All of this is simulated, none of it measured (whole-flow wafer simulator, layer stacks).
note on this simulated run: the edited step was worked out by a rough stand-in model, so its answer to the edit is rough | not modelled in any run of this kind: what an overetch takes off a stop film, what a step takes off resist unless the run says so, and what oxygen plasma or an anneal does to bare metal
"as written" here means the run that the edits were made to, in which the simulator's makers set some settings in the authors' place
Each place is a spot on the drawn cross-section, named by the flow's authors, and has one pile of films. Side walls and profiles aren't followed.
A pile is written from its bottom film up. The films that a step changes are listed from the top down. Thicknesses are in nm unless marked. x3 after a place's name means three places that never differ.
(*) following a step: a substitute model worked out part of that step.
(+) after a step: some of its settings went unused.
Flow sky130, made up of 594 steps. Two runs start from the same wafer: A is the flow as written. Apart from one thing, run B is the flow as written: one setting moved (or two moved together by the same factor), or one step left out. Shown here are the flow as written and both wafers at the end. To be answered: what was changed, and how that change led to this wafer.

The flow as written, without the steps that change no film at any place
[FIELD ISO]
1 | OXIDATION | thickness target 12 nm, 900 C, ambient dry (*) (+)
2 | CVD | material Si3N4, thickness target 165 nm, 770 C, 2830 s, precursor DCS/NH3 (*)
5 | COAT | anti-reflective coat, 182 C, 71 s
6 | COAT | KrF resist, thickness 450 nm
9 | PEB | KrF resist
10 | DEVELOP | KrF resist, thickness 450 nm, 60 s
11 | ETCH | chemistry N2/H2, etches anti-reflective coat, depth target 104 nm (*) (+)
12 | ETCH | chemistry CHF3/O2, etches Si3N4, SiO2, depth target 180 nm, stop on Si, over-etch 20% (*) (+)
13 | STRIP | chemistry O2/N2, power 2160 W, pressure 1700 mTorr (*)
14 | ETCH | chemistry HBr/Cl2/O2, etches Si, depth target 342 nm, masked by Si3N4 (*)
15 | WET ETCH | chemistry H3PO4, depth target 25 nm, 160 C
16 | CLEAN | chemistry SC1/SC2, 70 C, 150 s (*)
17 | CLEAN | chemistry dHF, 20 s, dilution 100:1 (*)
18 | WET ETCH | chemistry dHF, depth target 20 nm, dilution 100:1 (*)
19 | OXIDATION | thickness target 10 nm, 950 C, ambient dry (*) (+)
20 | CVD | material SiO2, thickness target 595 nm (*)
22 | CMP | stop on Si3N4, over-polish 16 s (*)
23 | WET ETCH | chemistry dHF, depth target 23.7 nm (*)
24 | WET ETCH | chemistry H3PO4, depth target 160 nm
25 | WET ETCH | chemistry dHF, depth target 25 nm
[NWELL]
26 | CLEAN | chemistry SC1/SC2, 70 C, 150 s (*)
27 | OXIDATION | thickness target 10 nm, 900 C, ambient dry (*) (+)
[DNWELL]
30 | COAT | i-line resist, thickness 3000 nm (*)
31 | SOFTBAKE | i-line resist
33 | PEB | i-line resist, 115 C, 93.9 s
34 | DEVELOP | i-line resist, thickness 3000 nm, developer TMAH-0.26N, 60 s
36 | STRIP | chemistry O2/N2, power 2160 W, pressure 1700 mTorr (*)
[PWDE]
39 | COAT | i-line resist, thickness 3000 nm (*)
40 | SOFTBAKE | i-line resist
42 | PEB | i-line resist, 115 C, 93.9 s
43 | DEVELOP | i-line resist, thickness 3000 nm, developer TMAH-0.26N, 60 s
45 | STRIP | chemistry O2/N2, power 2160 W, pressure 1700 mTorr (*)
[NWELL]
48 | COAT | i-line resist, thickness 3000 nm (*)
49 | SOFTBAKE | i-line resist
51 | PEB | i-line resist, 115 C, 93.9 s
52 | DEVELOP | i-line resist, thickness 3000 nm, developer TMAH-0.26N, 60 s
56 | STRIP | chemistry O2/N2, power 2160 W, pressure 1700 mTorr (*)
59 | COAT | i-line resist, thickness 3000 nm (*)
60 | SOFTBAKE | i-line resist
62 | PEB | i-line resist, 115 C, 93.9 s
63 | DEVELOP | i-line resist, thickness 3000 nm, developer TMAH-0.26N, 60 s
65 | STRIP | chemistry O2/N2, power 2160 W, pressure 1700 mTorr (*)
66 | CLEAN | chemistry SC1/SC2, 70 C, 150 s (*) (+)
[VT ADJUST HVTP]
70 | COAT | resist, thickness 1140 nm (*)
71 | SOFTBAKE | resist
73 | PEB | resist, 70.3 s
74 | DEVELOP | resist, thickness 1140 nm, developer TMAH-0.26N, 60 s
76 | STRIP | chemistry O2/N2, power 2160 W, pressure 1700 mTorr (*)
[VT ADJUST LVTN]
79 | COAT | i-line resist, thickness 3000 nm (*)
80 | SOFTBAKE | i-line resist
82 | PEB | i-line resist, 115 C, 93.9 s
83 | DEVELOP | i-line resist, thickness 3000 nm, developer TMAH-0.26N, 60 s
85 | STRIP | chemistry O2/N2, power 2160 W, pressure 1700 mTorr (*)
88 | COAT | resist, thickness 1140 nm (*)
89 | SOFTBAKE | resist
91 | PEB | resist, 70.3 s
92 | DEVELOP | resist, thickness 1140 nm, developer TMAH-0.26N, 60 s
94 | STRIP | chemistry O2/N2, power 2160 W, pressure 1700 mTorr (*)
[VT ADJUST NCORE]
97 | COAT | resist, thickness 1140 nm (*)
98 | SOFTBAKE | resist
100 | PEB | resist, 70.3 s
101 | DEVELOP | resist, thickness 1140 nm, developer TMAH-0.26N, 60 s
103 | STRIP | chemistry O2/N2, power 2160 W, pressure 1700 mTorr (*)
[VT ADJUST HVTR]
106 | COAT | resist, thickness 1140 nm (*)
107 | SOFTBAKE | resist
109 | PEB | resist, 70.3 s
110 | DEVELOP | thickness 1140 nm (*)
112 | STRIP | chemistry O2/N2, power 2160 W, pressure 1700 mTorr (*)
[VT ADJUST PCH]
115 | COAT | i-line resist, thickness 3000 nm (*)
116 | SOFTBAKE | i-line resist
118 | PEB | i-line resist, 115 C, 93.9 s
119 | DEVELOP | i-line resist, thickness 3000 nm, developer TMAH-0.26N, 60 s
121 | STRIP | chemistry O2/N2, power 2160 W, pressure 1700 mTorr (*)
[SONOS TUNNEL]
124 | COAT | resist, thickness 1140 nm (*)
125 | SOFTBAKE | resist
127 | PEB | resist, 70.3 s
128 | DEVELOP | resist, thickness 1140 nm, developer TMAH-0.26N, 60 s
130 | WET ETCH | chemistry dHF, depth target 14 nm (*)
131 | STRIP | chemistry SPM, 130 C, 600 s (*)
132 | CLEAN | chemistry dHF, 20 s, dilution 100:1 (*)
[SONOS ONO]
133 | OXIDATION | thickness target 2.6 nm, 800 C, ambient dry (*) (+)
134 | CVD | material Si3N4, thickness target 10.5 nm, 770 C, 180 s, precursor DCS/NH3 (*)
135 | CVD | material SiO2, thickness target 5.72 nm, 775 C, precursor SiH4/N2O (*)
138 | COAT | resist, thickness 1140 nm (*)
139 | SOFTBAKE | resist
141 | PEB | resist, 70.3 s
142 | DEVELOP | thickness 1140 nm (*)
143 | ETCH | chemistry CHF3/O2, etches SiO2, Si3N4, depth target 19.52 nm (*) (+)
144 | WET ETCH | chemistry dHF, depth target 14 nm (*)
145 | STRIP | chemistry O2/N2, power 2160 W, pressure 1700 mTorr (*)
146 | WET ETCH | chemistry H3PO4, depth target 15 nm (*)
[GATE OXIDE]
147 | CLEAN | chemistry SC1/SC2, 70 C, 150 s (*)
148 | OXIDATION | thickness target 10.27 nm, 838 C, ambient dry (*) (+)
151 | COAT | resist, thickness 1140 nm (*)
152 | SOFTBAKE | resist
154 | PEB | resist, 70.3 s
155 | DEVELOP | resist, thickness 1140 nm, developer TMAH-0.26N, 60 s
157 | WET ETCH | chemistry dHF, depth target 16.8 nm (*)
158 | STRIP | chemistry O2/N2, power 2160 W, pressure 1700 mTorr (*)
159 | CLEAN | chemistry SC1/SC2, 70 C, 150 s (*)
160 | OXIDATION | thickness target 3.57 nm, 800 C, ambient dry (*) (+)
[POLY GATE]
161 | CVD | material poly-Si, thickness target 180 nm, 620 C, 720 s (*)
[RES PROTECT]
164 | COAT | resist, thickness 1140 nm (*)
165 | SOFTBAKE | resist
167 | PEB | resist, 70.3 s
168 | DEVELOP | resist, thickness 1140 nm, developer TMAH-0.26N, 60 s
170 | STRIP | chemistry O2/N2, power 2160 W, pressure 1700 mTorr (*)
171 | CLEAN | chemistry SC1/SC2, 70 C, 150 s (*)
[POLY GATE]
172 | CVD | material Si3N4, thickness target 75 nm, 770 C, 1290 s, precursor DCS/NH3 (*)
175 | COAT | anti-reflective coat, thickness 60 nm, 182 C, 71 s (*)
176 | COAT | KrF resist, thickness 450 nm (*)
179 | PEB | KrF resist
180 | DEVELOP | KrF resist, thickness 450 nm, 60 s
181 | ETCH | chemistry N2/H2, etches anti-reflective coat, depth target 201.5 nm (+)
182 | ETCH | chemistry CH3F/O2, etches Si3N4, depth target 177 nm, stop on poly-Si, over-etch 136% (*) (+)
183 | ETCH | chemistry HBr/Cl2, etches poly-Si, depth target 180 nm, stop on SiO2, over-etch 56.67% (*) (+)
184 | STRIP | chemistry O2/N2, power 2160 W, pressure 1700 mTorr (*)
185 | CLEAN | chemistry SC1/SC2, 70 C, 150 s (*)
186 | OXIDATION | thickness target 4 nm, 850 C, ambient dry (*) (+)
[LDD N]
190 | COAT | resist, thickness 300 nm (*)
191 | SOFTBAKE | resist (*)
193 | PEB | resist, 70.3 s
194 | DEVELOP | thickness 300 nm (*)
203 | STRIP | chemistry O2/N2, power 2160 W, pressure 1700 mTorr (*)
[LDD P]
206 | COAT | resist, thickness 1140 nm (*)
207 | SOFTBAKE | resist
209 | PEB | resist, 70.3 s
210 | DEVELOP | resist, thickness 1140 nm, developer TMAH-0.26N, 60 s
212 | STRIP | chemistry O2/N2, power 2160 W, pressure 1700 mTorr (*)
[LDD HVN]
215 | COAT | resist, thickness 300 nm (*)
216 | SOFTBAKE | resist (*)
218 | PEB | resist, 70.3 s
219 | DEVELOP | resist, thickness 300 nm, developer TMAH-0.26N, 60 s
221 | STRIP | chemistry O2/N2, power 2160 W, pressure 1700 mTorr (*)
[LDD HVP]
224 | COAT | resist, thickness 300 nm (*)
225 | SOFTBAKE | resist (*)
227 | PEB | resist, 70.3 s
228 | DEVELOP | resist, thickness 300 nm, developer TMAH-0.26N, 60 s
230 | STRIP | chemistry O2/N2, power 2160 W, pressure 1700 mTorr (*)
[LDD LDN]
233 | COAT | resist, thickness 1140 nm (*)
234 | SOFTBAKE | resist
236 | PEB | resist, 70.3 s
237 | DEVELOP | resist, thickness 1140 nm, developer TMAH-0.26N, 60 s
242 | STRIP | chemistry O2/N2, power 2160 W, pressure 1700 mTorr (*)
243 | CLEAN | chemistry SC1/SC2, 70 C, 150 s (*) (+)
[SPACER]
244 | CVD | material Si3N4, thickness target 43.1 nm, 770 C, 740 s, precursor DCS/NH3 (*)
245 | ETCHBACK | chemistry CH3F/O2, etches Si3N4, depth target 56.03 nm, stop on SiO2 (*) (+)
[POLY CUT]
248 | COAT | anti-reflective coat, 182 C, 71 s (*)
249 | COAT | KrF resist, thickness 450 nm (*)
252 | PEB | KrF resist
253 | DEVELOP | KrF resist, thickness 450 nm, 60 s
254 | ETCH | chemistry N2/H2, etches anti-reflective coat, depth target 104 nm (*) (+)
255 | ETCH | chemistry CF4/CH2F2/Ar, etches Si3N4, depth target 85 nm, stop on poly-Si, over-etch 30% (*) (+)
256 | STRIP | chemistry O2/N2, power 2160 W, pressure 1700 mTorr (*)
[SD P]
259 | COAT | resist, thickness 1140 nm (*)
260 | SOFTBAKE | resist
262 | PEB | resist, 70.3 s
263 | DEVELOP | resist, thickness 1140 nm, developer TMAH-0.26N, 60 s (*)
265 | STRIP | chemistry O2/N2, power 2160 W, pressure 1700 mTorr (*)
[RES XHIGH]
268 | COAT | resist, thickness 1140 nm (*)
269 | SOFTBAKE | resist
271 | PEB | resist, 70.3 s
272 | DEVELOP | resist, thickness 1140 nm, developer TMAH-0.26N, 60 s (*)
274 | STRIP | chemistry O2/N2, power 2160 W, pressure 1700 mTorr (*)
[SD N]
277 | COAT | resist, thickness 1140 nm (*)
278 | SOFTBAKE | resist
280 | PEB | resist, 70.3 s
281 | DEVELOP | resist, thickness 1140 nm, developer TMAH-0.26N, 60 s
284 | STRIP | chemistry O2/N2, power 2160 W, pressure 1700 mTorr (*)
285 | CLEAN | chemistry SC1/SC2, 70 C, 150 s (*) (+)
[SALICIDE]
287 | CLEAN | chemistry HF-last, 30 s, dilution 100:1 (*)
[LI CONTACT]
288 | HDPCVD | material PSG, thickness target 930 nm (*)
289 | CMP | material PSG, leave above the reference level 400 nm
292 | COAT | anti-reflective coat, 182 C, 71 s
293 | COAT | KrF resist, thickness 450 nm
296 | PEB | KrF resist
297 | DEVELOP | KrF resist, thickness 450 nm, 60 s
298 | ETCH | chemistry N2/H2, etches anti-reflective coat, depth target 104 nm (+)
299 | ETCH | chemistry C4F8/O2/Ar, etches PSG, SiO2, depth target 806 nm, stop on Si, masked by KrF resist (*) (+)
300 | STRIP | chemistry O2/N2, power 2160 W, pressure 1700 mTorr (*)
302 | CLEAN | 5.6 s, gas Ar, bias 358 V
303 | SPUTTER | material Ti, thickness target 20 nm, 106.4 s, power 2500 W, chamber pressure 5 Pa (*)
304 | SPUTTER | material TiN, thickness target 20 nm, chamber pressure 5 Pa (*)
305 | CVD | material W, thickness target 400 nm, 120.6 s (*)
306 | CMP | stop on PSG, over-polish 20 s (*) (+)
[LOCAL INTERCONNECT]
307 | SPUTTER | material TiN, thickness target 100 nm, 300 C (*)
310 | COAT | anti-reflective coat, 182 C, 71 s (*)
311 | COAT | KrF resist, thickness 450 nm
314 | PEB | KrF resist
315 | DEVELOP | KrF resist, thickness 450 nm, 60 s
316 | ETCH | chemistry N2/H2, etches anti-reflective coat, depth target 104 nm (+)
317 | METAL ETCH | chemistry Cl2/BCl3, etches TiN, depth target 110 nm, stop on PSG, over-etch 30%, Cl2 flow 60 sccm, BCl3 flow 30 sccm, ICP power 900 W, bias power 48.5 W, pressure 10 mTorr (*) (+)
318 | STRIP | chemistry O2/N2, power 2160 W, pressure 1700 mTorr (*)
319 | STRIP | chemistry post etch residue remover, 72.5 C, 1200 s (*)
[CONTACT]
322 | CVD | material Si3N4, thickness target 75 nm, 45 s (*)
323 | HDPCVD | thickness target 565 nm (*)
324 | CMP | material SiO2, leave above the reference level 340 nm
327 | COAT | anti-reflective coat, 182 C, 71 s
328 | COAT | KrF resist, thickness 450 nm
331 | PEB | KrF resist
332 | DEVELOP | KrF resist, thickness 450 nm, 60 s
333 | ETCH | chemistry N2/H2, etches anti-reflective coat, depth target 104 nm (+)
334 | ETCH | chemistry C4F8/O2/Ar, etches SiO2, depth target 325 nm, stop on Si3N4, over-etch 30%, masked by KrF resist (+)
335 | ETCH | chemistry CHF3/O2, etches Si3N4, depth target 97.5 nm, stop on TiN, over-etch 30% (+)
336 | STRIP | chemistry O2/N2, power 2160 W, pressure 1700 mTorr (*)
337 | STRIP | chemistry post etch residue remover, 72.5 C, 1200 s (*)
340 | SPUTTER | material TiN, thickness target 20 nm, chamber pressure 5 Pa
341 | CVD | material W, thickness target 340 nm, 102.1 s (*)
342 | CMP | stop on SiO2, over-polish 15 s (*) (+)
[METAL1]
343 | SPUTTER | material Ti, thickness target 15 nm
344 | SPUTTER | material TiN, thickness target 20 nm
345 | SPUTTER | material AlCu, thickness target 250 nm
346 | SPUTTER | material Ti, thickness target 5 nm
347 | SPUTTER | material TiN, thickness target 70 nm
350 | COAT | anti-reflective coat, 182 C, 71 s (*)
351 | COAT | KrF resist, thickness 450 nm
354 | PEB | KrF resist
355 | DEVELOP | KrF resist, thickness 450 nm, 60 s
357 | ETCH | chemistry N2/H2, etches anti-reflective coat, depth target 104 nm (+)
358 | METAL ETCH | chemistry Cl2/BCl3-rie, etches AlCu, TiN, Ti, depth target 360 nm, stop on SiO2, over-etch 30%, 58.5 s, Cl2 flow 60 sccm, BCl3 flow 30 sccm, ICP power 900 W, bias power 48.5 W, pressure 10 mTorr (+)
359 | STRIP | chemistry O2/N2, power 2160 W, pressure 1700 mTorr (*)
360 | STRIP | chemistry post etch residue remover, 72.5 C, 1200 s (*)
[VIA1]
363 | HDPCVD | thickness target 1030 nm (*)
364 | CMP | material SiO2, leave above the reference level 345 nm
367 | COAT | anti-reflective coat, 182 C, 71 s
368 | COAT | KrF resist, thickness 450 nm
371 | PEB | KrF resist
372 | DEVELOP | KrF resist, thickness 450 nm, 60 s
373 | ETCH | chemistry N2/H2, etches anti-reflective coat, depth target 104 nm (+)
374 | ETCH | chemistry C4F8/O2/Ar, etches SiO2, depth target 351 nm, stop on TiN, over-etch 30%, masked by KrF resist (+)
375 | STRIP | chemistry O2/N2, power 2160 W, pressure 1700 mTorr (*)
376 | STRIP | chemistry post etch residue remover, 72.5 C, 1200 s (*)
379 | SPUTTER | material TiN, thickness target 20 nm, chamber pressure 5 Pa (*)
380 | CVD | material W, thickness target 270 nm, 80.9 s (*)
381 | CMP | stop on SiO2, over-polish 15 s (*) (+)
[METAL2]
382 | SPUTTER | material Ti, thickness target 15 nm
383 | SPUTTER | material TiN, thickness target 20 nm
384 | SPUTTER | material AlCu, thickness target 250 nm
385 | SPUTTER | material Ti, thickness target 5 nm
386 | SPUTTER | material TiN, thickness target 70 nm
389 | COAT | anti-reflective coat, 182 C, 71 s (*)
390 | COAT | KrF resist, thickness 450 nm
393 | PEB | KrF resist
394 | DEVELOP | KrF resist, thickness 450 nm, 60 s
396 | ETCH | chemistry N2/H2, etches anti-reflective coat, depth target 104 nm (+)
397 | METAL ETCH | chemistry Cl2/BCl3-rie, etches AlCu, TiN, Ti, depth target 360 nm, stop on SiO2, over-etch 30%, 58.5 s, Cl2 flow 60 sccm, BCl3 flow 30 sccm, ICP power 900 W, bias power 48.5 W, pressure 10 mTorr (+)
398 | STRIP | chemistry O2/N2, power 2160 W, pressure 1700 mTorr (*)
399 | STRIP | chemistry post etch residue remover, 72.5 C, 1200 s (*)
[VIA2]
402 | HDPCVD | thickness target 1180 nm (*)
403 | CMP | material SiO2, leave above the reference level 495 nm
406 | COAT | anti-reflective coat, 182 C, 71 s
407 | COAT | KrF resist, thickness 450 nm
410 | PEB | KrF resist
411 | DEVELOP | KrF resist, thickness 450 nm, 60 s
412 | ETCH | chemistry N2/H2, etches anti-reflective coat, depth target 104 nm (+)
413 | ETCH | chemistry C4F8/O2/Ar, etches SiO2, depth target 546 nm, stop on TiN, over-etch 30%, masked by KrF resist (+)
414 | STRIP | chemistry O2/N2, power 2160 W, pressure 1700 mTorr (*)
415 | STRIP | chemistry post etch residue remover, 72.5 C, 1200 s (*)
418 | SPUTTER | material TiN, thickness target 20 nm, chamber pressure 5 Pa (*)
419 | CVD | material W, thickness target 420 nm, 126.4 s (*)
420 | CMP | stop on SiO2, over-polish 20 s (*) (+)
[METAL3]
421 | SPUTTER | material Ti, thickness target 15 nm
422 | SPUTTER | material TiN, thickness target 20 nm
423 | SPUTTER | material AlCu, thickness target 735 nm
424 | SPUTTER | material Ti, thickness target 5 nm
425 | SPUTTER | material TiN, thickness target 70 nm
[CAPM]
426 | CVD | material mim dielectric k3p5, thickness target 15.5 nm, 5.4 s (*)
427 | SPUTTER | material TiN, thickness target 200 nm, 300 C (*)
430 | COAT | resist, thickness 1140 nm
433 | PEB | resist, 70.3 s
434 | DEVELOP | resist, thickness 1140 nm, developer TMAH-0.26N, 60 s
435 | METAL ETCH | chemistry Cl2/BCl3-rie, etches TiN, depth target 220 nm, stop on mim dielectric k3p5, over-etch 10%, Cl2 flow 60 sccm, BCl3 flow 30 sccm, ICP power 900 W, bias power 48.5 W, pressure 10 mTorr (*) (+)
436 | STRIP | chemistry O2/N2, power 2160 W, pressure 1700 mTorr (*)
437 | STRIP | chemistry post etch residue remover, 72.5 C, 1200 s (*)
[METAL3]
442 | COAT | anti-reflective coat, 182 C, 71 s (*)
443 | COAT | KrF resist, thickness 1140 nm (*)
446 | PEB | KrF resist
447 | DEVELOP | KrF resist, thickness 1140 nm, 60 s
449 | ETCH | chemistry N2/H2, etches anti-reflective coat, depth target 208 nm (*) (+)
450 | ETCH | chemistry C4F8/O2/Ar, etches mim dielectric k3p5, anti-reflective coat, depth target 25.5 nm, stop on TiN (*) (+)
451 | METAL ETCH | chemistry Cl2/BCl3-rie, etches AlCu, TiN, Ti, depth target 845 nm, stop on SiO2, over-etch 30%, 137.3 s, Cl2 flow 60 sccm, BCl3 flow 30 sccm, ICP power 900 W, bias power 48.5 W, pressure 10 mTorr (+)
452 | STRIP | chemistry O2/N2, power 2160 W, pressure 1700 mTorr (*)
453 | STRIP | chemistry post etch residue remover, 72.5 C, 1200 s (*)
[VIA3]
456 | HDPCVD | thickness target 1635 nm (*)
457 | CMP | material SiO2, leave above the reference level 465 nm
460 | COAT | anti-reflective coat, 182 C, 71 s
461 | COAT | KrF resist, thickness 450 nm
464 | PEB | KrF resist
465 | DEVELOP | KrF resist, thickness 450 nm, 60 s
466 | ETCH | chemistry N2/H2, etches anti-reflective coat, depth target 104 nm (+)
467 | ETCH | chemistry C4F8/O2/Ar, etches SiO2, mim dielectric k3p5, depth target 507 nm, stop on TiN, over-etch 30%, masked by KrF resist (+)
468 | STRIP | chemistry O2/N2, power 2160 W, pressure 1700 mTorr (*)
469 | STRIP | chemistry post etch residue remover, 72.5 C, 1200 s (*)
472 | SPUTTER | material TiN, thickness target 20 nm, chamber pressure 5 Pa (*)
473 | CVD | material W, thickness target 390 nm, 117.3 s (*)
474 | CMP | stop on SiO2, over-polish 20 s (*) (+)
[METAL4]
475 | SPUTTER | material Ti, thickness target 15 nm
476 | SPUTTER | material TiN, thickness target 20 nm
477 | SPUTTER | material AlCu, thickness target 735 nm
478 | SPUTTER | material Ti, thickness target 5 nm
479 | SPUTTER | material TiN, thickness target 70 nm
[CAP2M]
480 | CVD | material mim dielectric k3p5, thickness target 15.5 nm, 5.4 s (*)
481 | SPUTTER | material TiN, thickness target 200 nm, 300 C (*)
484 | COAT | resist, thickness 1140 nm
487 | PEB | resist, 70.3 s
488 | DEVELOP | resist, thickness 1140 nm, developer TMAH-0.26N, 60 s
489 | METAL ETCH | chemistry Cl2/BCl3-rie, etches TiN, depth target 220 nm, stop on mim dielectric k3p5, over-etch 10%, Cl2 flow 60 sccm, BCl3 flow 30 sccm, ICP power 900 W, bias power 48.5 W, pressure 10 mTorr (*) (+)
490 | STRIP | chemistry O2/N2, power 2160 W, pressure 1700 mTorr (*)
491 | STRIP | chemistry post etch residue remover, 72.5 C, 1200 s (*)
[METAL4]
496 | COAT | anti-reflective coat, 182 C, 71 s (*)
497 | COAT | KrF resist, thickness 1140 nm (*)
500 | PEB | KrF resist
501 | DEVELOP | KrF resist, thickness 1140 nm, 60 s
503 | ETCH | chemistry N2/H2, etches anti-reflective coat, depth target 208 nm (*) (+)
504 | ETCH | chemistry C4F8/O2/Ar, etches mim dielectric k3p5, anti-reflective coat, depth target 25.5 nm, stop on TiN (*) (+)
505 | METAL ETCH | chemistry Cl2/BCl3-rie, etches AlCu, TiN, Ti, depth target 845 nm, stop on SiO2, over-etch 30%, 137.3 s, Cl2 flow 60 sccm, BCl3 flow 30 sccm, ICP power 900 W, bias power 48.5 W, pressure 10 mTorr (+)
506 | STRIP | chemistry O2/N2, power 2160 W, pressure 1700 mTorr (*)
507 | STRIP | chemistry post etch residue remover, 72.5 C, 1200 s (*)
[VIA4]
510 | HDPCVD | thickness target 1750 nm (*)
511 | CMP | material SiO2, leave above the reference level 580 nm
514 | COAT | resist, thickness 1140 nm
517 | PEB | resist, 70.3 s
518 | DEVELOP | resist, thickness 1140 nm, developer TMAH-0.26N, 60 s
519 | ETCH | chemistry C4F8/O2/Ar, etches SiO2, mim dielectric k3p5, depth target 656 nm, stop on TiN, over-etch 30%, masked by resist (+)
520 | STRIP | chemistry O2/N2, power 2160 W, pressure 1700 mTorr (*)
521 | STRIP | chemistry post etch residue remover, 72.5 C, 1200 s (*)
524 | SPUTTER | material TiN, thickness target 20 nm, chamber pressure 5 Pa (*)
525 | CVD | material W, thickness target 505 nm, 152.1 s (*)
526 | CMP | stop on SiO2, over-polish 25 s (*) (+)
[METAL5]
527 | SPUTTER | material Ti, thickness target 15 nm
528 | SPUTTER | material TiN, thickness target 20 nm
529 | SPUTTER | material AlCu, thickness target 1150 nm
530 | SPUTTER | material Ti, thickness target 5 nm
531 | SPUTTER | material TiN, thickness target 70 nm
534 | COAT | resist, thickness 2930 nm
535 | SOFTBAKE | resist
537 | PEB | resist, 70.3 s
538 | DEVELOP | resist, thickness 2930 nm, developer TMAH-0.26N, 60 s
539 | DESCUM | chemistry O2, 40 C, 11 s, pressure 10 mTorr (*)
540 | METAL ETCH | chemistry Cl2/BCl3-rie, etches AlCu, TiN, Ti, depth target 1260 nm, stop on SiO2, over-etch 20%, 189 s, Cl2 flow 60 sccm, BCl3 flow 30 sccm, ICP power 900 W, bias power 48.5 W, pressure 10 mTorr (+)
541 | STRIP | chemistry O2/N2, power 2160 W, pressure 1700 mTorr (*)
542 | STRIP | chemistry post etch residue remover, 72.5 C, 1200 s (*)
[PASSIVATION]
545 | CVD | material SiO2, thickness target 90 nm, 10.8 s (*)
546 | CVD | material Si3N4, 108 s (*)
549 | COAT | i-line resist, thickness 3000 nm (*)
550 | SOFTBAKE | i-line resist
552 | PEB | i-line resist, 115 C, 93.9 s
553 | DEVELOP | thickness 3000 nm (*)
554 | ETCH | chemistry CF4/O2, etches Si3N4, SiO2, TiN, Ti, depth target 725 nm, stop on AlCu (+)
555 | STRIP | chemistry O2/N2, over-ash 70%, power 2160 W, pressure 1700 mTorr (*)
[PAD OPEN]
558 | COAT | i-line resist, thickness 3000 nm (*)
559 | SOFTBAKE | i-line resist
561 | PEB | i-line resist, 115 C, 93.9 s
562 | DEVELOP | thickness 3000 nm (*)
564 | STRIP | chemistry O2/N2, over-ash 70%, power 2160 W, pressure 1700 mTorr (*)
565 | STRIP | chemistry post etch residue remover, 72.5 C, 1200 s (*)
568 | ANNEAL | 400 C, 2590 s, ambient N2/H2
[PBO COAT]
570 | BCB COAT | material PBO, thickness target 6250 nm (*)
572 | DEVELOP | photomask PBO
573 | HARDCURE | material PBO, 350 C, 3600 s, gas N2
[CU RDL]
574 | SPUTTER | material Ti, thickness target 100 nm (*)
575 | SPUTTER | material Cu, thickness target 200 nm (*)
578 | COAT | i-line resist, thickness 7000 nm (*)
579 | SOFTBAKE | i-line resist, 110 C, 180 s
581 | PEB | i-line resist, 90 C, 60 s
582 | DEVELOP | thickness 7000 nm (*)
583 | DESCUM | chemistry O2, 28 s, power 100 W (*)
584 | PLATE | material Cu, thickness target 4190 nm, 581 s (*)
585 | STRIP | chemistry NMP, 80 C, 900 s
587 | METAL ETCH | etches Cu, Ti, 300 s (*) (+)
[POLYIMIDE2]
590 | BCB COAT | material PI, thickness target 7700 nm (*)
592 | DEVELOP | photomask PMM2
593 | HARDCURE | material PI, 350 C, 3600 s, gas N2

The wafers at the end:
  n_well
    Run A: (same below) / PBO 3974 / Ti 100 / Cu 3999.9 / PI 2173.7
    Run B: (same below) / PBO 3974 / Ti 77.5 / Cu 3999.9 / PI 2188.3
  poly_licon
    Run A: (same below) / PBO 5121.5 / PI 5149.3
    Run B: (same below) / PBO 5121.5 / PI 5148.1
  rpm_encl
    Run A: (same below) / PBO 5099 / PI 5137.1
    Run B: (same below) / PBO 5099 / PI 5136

Cause: step 574, SPUTTER: thickness target 77.5 nm was run, though the flow has thickness target 100 nm.
The wafer itself shows it: n_well has Ti 77.5, and step 574 as written asks for 100 nm.

Step by step, how the change led to this:
  574 | SPUTTER | material Ti, thickness target 100 nm (*)
      field, active, n_well and 190 more: A +100 Ti (new film) | B +77.5 Ti (new film)
  587 | METAL ETCH | etches Cu, Ti, 300 s (*) (+)
      field, active, gate and 167 more: A -200 Cu (all of it), -100 Ti (all of it) | B -200 Cu (all of it), -77.5 Ti (all of it)
  590 | BCB COAT | material PI, thickness target 7700 nm (*)
      de16_gate_nw: A +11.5 um PI (new film) | B +11.48 um PI (new film)
